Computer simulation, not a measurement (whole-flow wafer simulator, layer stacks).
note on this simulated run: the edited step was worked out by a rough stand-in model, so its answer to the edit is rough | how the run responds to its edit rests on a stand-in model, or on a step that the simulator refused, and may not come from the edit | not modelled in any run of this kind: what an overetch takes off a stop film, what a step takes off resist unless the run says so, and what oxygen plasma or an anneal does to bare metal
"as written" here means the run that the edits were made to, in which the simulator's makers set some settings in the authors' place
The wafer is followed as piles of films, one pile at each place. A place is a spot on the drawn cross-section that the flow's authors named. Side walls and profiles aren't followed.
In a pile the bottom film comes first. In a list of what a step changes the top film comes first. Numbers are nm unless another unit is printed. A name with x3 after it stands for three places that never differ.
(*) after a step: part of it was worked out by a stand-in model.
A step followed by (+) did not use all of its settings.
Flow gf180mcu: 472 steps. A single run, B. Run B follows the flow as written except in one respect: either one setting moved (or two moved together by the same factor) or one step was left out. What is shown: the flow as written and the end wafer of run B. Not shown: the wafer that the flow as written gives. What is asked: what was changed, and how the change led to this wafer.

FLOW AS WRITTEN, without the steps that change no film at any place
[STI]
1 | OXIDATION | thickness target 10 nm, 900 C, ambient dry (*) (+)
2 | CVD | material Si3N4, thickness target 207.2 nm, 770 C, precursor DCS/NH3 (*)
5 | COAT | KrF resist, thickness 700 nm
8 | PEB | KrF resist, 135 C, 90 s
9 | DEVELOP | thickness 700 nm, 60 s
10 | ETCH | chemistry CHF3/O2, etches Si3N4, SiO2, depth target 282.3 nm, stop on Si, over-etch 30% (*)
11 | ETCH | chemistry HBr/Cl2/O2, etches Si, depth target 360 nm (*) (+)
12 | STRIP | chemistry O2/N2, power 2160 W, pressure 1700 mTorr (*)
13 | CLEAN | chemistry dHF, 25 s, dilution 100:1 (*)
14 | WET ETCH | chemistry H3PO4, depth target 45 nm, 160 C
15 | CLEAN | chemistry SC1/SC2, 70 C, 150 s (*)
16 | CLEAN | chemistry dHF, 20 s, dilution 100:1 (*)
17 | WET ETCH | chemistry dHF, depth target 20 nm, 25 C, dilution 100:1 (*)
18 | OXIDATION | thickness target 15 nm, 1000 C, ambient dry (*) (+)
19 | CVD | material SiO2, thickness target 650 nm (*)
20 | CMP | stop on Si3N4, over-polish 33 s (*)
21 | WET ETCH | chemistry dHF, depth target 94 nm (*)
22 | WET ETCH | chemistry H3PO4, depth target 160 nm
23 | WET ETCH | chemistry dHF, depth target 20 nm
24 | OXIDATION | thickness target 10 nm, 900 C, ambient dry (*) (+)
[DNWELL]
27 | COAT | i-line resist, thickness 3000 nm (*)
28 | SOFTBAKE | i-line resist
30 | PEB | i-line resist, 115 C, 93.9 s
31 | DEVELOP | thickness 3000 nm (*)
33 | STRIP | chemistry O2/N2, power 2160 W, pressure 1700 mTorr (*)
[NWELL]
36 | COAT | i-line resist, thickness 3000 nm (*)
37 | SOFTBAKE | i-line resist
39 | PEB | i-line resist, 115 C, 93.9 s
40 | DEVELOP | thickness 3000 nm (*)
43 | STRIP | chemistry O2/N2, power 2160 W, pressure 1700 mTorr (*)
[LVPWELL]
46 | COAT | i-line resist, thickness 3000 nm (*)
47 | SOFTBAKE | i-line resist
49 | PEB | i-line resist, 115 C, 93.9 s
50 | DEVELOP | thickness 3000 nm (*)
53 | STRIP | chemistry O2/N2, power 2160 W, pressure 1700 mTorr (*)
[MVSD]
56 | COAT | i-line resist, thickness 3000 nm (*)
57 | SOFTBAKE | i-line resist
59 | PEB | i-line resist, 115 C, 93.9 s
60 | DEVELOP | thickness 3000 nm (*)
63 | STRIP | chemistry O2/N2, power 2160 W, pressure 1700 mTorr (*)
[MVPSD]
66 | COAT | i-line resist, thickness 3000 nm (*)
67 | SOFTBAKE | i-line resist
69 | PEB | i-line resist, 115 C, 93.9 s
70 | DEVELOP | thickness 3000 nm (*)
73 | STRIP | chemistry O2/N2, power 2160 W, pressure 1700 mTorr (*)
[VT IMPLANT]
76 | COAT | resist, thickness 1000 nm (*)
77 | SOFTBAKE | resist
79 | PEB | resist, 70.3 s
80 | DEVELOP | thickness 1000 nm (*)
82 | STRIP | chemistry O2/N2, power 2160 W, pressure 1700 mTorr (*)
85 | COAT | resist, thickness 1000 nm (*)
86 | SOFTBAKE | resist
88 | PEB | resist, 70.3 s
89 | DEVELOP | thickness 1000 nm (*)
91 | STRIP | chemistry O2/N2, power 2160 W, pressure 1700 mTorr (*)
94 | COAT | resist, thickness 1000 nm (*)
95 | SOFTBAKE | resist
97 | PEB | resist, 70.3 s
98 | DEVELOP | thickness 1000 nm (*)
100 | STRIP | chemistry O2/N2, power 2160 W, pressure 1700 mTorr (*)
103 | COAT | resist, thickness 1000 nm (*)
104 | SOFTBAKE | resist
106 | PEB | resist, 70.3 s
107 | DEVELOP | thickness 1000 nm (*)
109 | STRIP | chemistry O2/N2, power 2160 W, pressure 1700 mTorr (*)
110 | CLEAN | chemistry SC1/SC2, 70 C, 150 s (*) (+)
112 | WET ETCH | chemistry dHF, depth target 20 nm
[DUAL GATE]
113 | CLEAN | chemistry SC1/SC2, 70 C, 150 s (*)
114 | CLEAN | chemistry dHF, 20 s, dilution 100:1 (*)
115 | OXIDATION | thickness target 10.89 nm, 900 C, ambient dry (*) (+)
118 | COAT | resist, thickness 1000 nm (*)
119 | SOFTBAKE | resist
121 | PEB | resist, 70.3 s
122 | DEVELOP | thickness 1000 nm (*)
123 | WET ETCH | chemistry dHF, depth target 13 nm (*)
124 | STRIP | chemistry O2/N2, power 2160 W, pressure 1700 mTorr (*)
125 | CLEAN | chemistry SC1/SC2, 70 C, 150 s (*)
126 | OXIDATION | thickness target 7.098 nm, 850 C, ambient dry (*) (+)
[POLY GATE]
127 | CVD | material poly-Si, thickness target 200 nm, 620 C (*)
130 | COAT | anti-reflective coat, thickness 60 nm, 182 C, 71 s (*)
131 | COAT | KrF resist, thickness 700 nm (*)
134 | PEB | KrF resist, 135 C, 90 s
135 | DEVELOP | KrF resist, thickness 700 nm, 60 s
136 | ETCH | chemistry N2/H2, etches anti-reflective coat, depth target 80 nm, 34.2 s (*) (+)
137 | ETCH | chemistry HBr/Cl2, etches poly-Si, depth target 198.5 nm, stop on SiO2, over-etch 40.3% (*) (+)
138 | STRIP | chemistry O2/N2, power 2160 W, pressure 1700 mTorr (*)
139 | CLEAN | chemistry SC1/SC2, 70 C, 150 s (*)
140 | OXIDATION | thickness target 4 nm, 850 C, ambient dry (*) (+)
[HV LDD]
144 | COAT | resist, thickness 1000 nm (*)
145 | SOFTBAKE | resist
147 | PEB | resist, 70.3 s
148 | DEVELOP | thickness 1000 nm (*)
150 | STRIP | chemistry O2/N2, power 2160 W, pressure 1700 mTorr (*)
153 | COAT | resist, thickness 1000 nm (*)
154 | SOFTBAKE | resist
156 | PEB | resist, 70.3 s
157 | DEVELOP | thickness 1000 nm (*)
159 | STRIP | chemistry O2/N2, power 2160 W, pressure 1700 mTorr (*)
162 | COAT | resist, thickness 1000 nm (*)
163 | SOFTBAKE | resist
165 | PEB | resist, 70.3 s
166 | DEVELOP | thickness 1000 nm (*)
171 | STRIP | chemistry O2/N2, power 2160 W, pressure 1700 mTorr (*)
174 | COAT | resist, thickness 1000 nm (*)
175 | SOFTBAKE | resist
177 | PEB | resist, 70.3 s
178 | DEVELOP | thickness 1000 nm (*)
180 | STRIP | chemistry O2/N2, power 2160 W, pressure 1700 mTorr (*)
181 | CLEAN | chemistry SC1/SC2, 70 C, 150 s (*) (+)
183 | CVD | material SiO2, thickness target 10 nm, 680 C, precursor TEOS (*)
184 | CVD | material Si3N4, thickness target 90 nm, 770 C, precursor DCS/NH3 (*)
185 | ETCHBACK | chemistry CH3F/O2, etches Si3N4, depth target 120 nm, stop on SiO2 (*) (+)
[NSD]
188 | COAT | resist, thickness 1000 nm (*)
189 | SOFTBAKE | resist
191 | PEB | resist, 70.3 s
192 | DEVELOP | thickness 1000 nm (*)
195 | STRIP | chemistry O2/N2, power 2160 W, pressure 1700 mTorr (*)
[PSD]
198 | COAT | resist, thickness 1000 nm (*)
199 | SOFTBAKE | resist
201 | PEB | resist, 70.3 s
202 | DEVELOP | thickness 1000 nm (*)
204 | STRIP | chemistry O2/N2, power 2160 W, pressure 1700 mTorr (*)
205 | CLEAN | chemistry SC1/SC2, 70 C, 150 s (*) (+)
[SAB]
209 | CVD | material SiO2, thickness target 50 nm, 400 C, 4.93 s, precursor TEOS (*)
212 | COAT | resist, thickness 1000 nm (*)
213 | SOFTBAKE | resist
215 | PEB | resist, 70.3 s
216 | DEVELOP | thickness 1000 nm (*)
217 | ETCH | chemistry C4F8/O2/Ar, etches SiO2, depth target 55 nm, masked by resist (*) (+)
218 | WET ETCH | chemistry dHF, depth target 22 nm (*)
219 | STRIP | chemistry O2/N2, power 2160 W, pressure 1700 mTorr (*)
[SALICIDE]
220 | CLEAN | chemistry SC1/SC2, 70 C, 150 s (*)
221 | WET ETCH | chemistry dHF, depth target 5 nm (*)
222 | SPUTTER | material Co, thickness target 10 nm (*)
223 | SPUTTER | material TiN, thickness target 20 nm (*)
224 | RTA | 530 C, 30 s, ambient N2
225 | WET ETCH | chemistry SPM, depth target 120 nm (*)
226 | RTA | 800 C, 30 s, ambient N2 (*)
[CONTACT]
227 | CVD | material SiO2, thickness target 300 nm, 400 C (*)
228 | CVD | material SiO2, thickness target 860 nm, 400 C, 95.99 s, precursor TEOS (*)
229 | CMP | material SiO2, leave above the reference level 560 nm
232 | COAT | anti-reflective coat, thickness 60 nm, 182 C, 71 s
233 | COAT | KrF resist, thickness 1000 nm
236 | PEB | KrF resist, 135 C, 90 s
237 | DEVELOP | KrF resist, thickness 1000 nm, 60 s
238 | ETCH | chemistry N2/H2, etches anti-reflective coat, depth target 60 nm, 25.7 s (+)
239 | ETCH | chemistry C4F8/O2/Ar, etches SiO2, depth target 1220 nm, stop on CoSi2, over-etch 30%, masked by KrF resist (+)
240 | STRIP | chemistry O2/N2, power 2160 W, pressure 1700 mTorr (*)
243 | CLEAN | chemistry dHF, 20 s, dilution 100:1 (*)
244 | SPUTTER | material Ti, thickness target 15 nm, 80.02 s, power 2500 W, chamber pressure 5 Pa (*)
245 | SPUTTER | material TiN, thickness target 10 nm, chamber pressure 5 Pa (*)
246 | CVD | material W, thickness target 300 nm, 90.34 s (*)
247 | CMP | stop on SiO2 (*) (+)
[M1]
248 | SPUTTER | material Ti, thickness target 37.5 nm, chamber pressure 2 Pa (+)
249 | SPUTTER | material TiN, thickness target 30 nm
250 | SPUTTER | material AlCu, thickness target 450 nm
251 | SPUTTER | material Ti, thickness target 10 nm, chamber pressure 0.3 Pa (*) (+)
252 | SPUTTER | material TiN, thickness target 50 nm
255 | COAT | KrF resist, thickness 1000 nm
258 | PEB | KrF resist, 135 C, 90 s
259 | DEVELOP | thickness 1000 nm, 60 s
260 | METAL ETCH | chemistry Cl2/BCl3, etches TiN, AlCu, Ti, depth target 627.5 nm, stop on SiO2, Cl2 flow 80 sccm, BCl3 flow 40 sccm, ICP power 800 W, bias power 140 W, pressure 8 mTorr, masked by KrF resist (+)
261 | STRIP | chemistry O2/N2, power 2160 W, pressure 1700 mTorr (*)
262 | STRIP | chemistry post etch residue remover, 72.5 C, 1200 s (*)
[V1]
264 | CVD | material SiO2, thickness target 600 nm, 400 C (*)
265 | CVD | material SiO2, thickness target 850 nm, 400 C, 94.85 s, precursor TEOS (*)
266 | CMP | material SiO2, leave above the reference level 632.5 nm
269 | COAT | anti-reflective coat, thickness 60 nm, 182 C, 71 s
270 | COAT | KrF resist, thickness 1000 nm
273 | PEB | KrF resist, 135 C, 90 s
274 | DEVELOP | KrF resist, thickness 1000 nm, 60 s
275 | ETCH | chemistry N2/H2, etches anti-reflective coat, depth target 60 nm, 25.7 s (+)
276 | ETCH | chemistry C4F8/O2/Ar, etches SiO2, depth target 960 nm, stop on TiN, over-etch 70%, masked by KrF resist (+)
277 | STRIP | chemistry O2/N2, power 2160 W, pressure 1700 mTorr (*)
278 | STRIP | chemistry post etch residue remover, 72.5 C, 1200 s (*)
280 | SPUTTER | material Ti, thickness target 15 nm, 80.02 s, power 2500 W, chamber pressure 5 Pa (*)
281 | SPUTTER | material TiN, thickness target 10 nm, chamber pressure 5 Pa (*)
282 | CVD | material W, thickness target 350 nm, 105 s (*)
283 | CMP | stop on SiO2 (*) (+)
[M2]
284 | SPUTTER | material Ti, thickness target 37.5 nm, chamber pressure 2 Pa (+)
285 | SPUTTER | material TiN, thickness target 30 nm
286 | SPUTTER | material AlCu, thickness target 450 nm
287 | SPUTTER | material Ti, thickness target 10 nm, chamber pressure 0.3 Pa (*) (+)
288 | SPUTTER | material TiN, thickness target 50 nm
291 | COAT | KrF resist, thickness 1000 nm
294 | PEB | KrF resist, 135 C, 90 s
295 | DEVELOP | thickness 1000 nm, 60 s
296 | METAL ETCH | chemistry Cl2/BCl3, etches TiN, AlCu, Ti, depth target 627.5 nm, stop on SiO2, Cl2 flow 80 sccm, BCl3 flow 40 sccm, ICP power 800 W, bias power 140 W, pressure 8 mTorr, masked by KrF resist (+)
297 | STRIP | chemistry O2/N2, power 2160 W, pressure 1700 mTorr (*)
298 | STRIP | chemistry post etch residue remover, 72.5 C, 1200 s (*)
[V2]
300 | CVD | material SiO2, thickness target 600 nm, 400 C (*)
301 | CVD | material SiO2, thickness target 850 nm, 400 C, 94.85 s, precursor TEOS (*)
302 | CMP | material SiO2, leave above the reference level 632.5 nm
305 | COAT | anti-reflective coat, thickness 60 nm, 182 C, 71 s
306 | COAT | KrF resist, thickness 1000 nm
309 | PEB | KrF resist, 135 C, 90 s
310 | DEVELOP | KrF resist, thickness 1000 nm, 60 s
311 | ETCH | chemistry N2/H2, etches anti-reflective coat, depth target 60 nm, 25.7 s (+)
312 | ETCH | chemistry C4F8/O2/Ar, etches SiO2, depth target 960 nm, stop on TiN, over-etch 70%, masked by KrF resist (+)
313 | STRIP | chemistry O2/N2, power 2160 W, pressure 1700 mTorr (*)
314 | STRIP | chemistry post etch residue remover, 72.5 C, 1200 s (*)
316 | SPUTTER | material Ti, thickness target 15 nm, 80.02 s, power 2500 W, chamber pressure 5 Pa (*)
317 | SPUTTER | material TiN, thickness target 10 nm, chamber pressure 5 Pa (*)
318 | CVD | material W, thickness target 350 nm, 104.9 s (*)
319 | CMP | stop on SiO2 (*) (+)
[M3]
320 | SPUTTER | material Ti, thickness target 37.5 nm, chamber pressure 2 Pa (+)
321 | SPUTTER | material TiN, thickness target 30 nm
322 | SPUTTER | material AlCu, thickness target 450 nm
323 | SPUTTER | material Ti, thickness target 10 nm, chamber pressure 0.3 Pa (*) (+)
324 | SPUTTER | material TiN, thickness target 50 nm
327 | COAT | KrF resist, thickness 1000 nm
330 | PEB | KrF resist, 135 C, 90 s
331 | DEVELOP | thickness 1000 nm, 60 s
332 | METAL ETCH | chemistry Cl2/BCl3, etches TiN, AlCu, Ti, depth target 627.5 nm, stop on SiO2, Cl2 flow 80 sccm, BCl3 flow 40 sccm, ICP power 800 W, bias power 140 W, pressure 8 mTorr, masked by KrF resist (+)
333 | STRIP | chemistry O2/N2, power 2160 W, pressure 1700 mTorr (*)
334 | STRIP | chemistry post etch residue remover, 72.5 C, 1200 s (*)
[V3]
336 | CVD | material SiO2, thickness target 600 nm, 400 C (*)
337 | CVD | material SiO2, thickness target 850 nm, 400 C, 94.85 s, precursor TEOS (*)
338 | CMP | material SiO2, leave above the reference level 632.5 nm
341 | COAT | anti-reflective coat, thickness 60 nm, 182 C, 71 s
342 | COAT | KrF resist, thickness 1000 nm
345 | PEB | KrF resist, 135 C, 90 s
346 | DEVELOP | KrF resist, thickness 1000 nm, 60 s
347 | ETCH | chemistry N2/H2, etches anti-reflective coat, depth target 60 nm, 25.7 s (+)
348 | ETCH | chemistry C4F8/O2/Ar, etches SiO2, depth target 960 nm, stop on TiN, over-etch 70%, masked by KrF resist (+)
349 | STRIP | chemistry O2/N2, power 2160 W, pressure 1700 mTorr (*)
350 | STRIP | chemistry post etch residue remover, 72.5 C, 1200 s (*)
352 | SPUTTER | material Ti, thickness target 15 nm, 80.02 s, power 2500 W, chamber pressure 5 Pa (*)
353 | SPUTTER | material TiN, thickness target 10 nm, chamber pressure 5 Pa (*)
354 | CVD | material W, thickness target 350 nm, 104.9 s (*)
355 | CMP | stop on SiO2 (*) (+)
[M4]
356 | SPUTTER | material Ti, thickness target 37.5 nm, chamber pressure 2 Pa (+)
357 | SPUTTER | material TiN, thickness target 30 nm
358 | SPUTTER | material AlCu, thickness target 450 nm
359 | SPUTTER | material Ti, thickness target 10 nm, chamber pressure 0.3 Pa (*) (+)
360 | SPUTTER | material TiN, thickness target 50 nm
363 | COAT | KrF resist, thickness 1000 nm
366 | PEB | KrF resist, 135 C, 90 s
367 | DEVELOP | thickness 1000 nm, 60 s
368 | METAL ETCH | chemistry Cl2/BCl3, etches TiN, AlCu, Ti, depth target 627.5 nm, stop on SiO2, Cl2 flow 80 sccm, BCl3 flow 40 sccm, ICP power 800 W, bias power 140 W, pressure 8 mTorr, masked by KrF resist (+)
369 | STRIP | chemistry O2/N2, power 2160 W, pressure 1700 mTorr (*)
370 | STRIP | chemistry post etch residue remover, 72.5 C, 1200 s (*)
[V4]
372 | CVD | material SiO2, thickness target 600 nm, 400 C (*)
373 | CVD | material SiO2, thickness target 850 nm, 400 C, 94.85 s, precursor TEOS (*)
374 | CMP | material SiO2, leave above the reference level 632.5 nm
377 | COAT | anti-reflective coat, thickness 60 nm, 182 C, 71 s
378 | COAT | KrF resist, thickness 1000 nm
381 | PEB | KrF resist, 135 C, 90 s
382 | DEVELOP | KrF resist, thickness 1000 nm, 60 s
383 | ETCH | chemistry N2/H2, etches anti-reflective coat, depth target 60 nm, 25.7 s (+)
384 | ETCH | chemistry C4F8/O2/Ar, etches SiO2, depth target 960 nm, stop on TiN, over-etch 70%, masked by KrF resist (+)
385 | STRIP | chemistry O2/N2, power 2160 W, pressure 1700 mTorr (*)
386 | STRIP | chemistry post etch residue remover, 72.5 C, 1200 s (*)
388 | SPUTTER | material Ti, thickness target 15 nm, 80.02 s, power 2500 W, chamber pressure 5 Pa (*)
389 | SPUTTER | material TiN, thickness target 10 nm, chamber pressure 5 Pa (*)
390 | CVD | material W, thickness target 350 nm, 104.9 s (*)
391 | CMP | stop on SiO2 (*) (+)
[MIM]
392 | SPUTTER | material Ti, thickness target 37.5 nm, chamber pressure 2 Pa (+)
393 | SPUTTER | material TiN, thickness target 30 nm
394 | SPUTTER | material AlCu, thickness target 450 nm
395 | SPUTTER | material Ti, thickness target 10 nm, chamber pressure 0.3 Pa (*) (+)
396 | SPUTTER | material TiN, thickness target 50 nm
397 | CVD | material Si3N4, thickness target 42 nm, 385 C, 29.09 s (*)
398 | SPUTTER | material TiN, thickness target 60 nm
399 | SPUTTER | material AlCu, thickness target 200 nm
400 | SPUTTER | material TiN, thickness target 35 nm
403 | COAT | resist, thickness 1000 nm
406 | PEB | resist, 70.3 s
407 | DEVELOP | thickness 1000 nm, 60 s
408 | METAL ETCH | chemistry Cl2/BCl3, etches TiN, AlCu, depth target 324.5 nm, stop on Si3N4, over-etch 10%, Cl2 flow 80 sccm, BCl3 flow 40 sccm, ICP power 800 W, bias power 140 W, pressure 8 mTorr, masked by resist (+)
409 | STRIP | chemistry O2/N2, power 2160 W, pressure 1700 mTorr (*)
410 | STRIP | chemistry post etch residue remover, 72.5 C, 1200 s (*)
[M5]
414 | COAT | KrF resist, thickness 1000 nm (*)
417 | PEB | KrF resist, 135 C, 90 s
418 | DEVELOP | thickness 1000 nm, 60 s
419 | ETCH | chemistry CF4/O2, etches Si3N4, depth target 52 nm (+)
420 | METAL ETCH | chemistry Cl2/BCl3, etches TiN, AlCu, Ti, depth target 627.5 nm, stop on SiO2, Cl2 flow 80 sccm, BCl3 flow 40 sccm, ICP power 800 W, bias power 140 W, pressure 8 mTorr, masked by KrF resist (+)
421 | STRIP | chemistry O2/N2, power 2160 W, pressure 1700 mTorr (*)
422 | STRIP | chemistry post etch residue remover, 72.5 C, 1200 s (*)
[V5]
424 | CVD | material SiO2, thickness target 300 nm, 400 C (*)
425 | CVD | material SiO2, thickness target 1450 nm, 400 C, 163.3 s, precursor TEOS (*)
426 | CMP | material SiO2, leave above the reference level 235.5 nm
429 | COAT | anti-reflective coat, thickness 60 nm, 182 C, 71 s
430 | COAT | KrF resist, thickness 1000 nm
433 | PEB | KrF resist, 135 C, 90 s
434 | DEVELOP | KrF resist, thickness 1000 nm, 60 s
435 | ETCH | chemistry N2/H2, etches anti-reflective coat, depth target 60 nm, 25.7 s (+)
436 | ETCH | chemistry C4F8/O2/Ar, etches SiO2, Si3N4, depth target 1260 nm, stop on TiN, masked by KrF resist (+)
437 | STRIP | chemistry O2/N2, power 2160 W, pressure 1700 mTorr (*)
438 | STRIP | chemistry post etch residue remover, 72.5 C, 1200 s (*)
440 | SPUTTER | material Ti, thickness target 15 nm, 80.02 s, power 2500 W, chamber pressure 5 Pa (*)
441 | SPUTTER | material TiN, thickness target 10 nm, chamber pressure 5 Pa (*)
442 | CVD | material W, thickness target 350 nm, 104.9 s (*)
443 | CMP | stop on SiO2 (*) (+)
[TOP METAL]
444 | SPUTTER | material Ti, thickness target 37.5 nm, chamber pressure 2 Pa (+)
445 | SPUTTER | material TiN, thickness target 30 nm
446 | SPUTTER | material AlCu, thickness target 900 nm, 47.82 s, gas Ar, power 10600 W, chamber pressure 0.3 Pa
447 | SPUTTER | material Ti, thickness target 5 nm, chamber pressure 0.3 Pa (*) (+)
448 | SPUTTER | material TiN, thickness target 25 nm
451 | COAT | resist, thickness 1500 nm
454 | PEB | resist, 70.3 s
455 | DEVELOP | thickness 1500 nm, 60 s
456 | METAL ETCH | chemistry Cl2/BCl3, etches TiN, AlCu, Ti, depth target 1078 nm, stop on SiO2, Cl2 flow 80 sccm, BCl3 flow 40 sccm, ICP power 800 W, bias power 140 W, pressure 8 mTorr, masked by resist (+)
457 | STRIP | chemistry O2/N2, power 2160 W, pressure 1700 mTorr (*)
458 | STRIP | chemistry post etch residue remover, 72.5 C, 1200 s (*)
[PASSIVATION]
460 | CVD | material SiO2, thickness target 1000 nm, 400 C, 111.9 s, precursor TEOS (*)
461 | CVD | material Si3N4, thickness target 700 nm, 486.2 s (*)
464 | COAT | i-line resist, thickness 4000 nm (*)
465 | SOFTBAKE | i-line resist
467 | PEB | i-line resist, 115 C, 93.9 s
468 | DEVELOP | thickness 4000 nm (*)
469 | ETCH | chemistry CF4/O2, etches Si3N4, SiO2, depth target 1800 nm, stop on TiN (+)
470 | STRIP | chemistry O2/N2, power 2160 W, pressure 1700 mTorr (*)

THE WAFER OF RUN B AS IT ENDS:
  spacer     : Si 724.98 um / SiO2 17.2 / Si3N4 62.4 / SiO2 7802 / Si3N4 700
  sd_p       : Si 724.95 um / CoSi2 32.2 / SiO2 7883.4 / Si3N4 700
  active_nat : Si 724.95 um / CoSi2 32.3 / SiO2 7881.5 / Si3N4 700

Cause: step 184, CVD: thickness target 66.6 nm was run, whereas the flow has thickness target 90 nm.

The path from the change to this, step by step:
  184 | CVD | material Si3N4, thickness target 90 nm, 770 C, precursor DCS/NH3 (*)
      field, field__w1, field__w2 and 101 more: Si3N4 gains 66.6 (new film) (as written it would have been: Si3N4 gains 90 (new film))
  185 | ETCHBACK | chemistry CH3F/O2, etches Si3N4, depth target 120 nm, stop on SiO2 (*) (+)
      field, field__w1, field__w2 and 100 more: Si3N4 loses 66.6 (all of it), SiO2 loses 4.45 (as written it would have been: Si3N4 loses 90 (all of it), SiO2 loses 2.5)
  188 | COAT | resist, thickness 1000 nm (*)
      spacer: resist gains 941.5 (new film) (as written it would have been: resist gains 920.2 (new film))
  189 | SOFTBAKE | resist
      field: resist loses 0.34 (as written it would have been: resist gains 3.56)
      field__w9: resist gains 6.41 (as written it would have been: resist gains 6.92)
      (also at 4 further places)
  192 | DEVELOP | thickness 1000 nm (*)
      spacer: resist loses 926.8 (all of it) (as written it would have been: resist loses 905.9 (all of it))
  195 | STRIP | chemistry O2/N2, power 2160 W, pressure 1700 mTorr (*)
      field: resist loses 1006.1 (all of it) (as written it would have been: resist loses 1026.7 (all of it))
  198 | COAT | resist, thickness 1000 nm (*)
      spacer: resist gains 941.5 (new film) (as written it would have been: resist gains 920.2 (new film))
  199 | SOFTBAKE | resist
      field: resist loses 0.34 (as written it would have been: resist gains 3.56)
      field__w9: resist gains 6.41 (as written it would have been: resist gains 6.92)
      (also at 4 further places)
  204 | STRIP | chemistry O2/N2, power 2160 W, pressure 1700 mTorr (*)
      field: resist loses 1006.1 (all of it) (as written it would have been: resist loses 1026.7 (all of it))
      spacer: resist loses 926.8 (all of it) (as written it would have been: resist loses 905.9 (all of it))
  212 | COAT | resist, thickness 1000 nm (*)
      spacer: resist gains 940.6 (new film) (as written it would have been: resist gains 919.4 (new film))
  213 | SOFTBAKE | resist
      field__w5: resist gains 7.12 (as written it would have been: resist gains 7.65)
      npoly_sal: resist loses 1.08 (as written it would have been: resist loses 0.55)
  216 | DEVELOP | thickness 1000 nm (*)
      spacer: resist loses 925.9 (all of it) (as written it would have been: resist loses 905.1 (all of it))
  218 | WET ETCH | chemistry dHF, depth target 22 nm (*)
      gate, gate_hv, gate_p and 23 more: SiO2 loses 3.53 (all of it) (as written it would have been: SiO2 loses 5.48 (all of it))
      active, p_well, sd_n, iso_ptap_pw, iso_ntap_nw, iso_ptap_sub, vpnp_e: SiO2 loses 7.06 (all of it) (as written it would have been: SiO2 loses 9.01 (all of it))
      (also at 16 further places)
  222 | SPUTTER | material Co, thickness target 10 nm (*)
      field__w2: Co gains 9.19 (new film) (as written it would have been: Co gains 8.65 (new film))
      field__w3: Co gains 8.77 (new film) (as written it would have been: Co gains 8.06 (new film))
      (also at 1 further place)
  223 | SPUTTER | material TiN, thickness target 20 nm (*)
      field__w2: TiN gains 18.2 (new film) (as written it would have been: TiN gains 17 (new film))
      field__w3: TiN gains 17.2 (new film) (as written it would have been: TiN gains 15.7 (new film))
      (also at 6 further places)
  224 | RTA | 530 C, 30 s, ambient N2
      ld_sd_n: under 1 film: CoSi gains 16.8 (new film), Co loses 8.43 (all of it), Si loses 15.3 (as written it would have been: under 1 film: CoSi gains 16.1 (new film), Co loses 8.09 (all of it), Si loses 14.7)
      ld_drn_n: under 1 film: CoSi gains 18.6 (new film), Co loses 9.36 (all of it), Si loses 17 (as written it would have been: under 1 film: CoSi gains 17.9 (new film), Co loses 9.02 (all of it), Si loses 16.4)
      (also at 1 further place)
  ... 2 other steps ...
  229 | CMP | material SiO2, leave above the reference level 560 nm
      spacer: SiO2 loses 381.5 (as written it would have been: SiO2 loses 404.9)
